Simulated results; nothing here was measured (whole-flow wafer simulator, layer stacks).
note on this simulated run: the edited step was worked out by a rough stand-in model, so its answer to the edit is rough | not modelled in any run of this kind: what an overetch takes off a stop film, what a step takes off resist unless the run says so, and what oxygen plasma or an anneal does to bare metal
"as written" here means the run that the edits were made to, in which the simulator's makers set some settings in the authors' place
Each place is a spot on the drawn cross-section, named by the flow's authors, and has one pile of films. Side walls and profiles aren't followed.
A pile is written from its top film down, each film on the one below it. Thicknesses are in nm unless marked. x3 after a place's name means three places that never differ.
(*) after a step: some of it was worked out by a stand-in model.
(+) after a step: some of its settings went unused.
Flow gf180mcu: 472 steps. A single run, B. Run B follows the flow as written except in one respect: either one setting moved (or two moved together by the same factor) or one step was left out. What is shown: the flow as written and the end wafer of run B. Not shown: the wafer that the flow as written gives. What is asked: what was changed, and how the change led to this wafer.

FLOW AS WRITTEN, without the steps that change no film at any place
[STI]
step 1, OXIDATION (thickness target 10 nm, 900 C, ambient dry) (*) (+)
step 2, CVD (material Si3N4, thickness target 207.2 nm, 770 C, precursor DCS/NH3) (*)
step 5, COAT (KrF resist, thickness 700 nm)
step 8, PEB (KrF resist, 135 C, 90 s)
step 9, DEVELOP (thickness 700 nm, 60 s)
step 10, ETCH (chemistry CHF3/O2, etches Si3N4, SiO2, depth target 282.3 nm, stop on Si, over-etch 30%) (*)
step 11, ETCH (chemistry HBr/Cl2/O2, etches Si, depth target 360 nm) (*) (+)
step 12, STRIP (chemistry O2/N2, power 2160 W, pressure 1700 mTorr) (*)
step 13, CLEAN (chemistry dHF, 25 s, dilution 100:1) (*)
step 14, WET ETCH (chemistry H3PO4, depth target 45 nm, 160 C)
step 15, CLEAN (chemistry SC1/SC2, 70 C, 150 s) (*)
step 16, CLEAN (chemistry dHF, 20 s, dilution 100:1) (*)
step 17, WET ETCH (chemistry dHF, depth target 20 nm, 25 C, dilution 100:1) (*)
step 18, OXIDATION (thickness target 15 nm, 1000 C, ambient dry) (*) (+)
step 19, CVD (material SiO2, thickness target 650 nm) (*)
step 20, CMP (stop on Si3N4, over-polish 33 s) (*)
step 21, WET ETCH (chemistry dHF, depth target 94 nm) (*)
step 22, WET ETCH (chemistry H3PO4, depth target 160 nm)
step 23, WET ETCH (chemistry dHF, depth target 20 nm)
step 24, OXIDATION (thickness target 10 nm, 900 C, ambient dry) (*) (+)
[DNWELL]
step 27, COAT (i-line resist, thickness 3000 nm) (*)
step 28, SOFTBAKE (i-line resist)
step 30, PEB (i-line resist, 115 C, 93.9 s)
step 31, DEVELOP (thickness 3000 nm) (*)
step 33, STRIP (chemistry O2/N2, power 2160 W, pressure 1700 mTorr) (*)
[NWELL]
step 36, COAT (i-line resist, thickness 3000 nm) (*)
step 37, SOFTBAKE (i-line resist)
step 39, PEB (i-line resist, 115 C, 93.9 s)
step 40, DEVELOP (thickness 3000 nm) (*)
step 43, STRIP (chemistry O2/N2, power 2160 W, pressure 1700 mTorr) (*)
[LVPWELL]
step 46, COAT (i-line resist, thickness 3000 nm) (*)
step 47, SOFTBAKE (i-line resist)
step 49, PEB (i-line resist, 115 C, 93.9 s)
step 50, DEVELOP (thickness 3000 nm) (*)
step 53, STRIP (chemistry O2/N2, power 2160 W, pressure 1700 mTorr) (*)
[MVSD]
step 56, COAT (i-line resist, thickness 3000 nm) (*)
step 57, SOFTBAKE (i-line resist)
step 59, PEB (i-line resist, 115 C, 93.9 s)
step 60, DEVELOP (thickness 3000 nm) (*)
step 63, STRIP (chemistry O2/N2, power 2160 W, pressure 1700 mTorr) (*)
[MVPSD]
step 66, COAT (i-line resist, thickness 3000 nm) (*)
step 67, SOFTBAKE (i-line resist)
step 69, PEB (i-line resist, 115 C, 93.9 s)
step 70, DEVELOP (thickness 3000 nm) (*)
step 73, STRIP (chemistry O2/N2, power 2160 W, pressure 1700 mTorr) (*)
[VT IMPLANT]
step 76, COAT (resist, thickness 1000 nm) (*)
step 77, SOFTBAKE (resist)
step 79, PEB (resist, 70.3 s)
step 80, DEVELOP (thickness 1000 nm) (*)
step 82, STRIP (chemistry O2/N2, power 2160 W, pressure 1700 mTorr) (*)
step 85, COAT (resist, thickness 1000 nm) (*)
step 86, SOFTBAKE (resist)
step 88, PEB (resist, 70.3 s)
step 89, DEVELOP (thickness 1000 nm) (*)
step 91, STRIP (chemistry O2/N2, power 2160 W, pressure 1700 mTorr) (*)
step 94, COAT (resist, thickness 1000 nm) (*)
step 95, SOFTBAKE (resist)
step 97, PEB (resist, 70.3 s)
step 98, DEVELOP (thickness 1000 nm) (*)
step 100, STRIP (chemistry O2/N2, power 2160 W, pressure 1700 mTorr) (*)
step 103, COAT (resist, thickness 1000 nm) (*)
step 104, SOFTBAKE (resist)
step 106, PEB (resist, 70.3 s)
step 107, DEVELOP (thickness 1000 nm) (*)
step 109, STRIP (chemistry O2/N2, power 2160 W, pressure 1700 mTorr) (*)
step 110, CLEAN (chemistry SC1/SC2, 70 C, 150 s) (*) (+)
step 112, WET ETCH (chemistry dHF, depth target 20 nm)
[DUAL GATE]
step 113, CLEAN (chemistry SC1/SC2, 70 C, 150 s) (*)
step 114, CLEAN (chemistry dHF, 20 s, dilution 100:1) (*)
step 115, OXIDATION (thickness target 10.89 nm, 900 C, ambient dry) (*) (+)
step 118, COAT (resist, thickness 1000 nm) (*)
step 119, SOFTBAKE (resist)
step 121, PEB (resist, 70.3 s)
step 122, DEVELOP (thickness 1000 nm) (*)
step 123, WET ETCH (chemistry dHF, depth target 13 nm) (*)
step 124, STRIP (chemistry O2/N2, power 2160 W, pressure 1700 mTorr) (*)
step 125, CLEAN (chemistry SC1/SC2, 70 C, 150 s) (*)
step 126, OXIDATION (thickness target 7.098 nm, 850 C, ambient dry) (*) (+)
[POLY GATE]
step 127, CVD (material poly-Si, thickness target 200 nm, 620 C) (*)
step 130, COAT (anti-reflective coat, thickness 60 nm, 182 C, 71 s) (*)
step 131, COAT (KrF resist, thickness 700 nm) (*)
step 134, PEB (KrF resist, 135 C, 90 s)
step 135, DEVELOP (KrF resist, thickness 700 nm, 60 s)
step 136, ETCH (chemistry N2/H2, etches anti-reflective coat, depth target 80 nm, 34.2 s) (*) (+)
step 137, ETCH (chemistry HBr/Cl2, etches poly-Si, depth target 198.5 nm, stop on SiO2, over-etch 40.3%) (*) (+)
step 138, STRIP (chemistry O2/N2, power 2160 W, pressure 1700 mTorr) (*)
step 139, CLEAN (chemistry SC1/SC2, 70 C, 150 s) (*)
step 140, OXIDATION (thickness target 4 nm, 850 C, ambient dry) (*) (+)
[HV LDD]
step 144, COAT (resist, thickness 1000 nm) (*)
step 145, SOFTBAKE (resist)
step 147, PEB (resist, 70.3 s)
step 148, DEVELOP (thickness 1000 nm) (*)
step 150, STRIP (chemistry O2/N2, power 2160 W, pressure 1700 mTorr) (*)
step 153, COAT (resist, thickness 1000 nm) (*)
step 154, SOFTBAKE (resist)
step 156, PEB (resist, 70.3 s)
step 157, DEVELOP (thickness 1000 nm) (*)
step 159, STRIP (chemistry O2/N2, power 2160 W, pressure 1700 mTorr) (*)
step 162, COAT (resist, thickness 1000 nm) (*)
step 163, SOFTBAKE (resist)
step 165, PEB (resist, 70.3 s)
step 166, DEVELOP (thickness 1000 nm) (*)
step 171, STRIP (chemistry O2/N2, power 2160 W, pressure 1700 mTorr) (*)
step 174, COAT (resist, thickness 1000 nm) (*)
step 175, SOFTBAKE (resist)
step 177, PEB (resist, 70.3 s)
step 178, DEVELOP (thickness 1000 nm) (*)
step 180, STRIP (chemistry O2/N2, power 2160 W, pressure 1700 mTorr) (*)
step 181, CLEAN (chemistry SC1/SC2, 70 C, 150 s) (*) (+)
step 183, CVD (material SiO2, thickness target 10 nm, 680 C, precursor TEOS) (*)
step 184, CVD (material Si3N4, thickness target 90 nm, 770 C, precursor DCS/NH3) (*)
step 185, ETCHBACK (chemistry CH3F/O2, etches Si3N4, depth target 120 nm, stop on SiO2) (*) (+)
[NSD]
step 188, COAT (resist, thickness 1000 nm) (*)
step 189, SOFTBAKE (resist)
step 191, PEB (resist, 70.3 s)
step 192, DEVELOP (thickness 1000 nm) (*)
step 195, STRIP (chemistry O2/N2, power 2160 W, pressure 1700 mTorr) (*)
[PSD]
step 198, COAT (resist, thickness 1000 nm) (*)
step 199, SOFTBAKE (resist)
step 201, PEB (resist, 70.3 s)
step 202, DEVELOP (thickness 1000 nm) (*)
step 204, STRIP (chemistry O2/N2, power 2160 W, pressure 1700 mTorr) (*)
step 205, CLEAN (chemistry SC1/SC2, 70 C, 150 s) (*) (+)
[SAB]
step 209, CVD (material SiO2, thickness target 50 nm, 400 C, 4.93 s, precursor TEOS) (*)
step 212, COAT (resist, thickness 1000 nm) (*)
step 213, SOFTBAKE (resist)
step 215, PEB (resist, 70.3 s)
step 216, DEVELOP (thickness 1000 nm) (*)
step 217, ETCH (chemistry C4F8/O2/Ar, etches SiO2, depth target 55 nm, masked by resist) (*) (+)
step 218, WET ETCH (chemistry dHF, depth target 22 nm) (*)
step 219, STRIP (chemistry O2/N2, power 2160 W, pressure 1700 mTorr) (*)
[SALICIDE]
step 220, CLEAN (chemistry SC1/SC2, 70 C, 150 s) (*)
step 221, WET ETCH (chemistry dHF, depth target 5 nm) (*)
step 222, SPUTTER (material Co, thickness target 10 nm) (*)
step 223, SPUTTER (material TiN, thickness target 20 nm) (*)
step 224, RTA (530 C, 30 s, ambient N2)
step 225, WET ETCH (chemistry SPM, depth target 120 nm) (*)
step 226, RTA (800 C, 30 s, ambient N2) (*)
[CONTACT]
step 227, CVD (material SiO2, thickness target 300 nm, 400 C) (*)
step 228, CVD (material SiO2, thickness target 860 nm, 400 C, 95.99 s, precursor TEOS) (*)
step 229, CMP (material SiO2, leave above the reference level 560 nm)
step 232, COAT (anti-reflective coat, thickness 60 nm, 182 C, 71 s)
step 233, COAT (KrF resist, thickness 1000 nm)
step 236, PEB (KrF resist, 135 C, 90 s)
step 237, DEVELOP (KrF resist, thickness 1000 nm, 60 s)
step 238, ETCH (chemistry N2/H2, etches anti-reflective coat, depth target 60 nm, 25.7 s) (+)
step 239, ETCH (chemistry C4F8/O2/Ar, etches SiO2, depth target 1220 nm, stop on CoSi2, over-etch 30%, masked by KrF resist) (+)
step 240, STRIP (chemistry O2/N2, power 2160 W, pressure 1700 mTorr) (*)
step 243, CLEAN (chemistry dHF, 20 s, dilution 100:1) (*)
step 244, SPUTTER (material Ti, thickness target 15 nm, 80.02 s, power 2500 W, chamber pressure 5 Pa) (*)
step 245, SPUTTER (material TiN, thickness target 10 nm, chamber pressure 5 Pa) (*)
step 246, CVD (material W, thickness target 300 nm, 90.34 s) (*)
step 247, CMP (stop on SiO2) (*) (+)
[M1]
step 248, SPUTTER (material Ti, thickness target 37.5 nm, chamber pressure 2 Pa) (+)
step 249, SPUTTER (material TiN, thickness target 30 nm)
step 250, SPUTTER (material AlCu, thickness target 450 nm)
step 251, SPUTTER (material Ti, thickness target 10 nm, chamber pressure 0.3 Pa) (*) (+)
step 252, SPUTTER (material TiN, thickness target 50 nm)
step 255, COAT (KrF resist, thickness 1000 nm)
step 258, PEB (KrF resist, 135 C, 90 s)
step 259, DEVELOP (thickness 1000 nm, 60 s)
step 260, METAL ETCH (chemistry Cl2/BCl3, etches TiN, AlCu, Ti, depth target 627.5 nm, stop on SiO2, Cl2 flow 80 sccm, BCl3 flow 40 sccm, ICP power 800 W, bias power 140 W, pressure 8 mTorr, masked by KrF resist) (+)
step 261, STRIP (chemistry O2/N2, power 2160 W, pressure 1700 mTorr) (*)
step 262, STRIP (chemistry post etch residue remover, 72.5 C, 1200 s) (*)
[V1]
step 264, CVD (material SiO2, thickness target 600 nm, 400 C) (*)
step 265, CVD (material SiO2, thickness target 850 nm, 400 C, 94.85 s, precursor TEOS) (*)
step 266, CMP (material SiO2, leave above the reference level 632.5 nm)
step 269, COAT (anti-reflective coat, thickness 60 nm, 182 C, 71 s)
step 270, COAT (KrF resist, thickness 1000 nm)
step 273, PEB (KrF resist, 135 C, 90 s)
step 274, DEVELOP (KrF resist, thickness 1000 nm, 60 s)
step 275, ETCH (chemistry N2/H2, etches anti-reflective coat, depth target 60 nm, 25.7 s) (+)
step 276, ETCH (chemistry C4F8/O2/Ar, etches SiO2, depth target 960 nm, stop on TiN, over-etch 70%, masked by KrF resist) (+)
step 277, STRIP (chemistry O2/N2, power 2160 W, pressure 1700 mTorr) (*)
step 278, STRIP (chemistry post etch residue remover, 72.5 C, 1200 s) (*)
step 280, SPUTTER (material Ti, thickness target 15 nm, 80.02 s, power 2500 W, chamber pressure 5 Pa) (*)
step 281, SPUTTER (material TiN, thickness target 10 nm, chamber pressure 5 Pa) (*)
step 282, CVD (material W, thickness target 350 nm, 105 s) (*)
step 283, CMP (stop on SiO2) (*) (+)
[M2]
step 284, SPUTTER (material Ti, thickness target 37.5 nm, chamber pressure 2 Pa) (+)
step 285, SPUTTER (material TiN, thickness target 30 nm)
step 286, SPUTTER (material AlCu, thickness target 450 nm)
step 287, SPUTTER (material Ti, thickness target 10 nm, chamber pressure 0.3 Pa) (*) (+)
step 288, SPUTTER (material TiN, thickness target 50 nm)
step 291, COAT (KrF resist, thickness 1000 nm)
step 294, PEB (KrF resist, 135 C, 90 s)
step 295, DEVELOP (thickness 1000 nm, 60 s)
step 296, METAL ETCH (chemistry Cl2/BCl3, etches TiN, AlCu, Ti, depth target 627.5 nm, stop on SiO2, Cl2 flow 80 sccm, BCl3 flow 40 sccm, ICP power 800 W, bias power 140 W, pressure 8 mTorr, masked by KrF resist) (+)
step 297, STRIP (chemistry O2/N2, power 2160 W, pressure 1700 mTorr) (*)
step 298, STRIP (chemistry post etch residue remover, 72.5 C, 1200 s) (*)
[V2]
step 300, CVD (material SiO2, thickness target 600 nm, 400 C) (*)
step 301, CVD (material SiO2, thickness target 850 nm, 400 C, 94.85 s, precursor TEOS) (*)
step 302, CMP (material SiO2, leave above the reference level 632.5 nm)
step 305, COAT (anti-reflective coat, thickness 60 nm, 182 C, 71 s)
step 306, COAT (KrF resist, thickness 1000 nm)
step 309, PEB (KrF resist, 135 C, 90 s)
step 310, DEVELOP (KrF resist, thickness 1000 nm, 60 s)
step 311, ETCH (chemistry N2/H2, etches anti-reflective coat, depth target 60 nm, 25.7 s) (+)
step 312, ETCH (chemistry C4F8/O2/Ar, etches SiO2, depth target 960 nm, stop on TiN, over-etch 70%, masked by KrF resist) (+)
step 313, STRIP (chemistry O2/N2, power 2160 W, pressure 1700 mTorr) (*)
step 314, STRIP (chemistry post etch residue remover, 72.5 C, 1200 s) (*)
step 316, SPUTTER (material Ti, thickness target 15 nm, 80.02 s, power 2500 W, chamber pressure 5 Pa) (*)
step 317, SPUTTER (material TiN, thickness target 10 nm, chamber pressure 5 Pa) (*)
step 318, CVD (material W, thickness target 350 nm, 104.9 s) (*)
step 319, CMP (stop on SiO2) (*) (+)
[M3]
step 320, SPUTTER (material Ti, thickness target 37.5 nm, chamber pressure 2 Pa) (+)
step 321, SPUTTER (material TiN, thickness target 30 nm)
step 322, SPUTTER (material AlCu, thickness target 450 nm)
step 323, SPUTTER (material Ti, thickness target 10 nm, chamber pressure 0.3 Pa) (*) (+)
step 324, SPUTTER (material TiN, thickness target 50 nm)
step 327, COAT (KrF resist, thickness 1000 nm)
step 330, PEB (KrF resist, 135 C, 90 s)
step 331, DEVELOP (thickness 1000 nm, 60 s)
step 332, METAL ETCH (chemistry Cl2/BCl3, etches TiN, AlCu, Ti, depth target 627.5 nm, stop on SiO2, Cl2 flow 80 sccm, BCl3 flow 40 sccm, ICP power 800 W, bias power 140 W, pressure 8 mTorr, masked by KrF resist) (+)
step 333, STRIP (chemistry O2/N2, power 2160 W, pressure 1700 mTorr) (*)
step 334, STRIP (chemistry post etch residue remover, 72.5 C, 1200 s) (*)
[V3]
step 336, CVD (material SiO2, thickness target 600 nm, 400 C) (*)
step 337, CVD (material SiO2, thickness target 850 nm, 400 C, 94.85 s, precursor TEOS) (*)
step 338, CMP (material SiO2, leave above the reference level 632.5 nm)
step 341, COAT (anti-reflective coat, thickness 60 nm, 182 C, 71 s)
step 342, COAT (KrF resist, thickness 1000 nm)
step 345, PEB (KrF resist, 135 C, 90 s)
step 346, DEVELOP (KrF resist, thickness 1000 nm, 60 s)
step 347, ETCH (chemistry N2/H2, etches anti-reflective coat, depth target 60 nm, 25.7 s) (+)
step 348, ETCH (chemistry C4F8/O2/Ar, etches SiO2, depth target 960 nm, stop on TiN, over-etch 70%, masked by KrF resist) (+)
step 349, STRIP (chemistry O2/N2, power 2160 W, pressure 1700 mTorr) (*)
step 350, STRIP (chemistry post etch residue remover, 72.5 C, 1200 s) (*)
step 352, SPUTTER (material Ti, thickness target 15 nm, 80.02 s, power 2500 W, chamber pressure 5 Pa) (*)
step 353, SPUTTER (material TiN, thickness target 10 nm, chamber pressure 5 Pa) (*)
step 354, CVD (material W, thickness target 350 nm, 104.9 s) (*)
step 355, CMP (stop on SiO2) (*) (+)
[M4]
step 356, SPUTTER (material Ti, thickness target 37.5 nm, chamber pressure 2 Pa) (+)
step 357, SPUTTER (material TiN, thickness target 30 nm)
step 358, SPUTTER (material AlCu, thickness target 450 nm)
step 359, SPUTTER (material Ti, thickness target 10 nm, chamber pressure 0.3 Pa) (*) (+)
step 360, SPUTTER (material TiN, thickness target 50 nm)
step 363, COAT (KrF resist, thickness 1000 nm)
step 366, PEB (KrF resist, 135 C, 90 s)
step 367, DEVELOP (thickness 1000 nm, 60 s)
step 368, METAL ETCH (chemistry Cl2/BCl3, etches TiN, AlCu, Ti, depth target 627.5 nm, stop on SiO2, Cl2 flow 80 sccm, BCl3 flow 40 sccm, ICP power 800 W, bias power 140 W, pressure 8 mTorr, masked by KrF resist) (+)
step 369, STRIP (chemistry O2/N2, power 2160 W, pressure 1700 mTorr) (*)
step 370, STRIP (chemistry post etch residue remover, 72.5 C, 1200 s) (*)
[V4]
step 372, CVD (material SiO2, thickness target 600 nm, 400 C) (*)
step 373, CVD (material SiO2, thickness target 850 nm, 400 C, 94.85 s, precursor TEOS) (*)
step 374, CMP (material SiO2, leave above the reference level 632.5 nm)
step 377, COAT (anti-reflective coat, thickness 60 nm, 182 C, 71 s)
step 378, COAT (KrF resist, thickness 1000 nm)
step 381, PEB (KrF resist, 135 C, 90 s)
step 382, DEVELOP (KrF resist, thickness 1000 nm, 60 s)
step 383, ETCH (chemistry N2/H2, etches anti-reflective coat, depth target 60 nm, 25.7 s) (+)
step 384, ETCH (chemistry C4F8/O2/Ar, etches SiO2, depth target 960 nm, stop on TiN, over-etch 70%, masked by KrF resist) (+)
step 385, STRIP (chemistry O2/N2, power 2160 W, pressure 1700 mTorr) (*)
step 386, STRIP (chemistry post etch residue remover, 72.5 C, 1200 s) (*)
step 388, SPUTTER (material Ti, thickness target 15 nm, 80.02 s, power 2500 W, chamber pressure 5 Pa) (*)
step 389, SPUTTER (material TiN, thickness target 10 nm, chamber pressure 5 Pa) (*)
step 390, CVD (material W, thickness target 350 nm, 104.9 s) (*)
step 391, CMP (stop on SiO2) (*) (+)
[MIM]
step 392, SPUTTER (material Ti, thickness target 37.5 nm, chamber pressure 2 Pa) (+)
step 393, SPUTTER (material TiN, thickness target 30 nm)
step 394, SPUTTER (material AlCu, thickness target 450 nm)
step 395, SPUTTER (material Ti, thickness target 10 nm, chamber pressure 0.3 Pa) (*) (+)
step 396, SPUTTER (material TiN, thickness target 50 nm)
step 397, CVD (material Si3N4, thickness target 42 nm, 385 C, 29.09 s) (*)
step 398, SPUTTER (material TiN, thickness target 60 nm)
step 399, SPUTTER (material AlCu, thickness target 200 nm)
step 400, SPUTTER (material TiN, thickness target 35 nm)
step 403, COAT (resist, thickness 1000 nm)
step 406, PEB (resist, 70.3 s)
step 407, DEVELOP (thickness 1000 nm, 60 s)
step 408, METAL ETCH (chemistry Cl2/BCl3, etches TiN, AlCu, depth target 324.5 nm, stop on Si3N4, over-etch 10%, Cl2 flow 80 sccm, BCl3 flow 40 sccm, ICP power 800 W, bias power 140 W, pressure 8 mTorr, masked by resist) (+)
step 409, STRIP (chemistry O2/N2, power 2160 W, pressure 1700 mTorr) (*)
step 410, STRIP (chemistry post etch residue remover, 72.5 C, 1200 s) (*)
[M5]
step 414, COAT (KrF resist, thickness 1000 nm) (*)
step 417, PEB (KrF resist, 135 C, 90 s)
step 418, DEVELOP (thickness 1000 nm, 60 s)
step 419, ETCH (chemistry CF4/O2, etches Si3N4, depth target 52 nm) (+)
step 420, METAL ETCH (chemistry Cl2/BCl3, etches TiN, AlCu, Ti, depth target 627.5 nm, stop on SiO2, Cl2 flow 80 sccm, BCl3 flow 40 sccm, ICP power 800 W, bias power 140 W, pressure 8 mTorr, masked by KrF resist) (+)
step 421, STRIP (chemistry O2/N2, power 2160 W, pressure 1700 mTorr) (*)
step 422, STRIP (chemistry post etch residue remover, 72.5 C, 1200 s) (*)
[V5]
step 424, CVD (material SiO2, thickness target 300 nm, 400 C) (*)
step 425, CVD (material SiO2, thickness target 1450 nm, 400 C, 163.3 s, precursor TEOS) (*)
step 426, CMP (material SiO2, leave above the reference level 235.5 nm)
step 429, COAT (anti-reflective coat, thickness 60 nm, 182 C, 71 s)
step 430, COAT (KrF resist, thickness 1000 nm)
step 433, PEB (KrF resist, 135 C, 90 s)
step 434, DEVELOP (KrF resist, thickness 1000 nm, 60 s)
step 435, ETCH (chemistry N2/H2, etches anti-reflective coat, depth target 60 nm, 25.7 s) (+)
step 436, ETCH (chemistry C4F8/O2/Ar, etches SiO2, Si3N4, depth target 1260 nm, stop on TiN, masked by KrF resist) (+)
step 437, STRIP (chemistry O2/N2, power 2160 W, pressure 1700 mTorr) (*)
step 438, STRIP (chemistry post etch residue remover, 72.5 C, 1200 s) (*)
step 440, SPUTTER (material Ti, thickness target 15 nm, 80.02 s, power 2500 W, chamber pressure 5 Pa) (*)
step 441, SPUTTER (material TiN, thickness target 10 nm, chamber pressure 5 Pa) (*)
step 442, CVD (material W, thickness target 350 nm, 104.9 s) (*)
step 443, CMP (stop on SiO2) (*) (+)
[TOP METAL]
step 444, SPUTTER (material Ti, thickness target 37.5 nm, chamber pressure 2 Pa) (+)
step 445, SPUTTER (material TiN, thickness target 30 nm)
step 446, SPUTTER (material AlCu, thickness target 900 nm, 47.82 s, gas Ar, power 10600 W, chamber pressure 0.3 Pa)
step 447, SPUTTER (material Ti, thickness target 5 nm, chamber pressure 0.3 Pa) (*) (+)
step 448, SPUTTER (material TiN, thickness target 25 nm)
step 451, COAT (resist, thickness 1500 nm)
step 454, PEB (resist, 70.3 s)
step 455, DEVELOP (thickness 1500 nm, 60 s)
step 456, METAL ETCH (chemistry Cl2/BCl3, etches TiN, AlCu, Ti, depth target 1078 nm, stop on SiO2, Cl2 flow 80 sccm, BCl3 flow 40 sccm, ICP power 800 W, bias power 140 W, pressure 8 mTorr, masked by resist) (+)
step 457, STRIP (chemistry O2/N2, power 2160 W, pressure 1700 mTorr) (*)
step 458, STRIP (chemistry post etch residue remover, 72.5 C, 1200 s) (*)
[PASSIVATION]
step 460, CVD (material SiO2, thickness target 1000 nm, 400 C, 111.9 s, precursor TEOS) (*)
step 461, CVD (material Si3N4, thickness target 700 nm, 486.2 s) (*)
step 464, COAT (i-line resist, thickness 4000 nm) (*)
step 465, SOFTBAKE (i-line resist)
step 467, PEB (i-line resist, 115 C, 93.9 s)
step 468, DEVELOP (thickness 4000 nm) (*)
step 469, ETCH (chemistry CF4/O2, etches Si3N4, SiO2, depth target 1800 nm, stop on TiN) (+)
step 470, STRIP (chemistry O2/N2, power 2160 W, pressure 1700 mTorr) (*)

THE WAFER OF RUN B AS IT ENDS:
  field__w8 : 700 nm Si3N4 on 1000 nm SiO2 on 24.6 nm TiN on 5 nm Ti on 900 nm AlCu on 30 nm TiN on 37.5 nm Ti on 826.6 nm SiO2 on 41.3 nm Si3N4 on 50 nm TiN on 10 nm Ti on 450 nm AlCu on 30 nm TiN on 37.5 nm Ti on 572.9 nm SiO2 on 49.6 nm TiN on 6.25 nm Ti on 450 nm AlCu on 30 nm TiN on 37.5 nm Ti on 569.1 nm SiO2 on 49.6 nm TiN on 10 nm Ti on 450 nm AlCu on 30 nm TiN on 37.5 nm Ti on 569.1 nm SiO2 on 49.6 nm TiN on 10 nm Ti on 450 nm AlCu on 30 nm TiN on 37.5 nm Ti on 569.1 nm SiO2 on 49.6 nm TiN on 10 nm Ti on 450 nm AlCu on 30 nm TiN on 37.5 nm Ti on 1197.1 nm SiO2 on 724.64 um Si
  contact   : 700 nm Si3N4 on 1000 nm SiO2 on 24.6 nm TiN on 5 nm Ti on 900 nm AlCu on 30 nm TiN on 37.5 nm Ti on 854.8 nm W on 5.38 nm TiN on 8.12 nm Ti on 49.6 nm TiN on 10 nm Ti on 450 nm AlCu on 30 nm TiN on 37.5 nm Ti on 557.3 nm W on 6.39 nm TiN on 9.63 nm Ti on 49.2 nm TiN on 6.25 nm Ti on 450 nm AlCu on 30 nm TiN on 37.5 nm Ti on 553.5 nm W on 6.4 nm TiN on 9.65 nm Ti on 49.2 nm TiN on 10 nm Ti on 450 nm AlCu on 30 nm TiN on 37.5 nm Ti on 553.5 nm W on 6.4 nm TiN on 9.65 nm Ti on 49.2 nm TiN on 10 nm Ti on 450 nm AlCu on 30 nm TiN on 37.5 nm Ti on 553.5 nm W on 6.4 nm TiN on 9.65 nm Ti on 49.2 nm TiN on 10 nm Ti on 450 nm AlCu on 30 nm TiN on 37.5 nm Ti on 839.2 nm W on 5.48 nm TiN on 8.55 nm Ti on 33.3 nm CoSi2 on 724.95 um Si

Cause: step 359, SPUTTER: thickness target 6.25 nm was run, though the flow has thickness target 10 nm.
One can read it off the wafer: field__w8 has Ti 6.25, and step 359 as written asks for 10 nm.

Step by step, how the change led to this:
  step 359, SPUTTER (material Ti, thickness target 10 nm, chamber pressure 0.3 Pa) (*) (+)
      field, field__w1, field__w2 and 108 more: Ti gains 6.25 (new film) (it would be, as written: Ti gains 10 (new film))
  step 368, METAL ETCH (chemistry Cl2/BCl3, etches TiN, AlCu, Ti, depth target 627.5 nm, stop on SiO2, Cl2 flow 80 sccm, BCl3 flow 40 sccm, ICP power 800 W, bias power 140 W, pressure 8 mTorr, masked by KrF resist) (+)
      field, field__w1, field__w2 and 103 more: TiN loses 50 (all of it), Ti loses 6.25 (all of it), AlCu loses 450 (all of it), TiN loses 30 (all of it), Ti loses 37.5 (all of it) (it would be, as written: TiN loses 50 (all of it), Ti loses 10 (all of it), AlCu loses 450 (all of it), TiN loses 30 (all of it), Ti loses 37.5 (all of it))
